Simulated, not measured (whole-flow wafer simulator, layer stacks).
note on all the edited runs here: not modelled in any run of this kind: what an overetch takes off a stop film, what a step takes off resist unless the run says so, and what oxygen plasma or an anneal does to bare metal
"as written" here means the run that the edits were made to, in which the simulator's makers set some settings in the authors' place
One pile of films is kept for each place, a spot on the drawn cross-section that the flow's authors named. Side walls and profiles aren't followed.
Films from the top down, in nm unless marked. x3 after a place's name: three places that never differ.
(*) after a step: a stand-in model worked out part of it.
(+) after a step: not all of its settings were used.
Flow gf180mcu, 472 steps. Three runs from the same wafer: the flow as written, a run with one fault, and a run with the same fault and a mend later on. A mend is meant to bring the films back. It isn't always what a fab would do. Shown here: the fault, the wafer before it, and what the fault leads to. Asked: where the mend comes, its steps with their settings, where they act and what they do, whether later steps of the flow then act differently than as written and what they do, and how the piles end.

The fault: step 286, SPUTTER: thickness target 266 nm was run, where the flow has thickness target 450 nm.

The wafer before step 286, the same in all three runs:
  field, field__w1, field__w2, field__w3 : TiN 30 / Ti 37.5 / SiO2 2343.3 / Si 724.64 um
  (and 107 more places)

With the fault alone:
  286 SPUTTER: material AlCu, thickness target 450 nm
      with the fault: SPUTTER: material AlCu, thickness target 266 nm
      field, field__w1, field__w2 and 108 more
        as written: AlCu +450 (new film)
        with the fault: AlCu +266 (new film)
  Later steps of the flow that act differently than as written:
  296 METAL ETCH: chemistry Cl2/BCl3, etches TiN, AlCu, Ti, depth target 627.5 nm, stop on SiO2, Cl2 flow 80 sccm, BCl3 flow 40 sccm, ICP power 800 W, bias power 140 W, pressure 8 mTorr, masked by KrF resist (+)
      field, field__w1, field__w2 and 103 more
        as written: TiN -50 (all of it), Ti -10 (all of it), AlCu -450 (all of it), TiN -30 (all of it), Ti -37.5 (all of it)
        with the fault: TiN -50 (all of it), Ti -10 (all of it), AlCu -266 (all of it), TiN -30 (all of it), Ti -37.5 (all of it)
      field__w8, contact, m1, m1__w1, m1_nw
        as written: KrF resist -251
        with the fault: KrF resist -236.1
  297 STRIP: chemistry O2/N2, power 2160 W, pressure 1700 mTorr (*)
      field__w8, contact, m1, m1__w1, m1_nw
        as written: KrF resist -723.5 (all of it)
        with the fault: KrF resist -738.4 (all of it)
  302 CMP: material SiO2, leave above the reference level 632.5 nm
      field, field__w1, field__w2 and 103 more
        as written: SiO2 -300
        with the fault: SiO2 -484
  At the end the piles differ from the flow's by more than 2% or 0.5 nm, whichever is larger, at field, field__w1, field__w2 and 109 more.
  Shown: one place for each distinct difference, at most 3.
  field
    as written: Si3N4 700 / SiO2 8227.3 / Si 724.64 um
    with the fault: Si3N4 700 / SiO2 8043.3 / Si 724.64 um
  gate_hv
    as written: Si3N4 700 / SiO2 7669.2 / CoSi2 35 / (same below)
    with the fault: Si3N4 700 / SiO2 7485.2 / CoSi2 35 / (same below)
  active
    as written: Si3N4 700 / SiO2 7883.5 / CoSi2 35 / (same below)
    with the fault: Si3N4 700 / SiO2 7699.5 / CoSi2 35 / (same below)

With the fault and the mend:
  The mend comes after step 286.
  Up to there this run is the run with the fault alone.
  286a SPUTTER: material AlCu, thickness target 184 nm (the flow's step 286 once more, with other settings)
      field, field__w1, field__w2 and 108 more
        AlCu +184
  No later step of the flow acts differently than as written at any place that is followed.
  At the end the piles are the same as the flow's at every place that both follow.
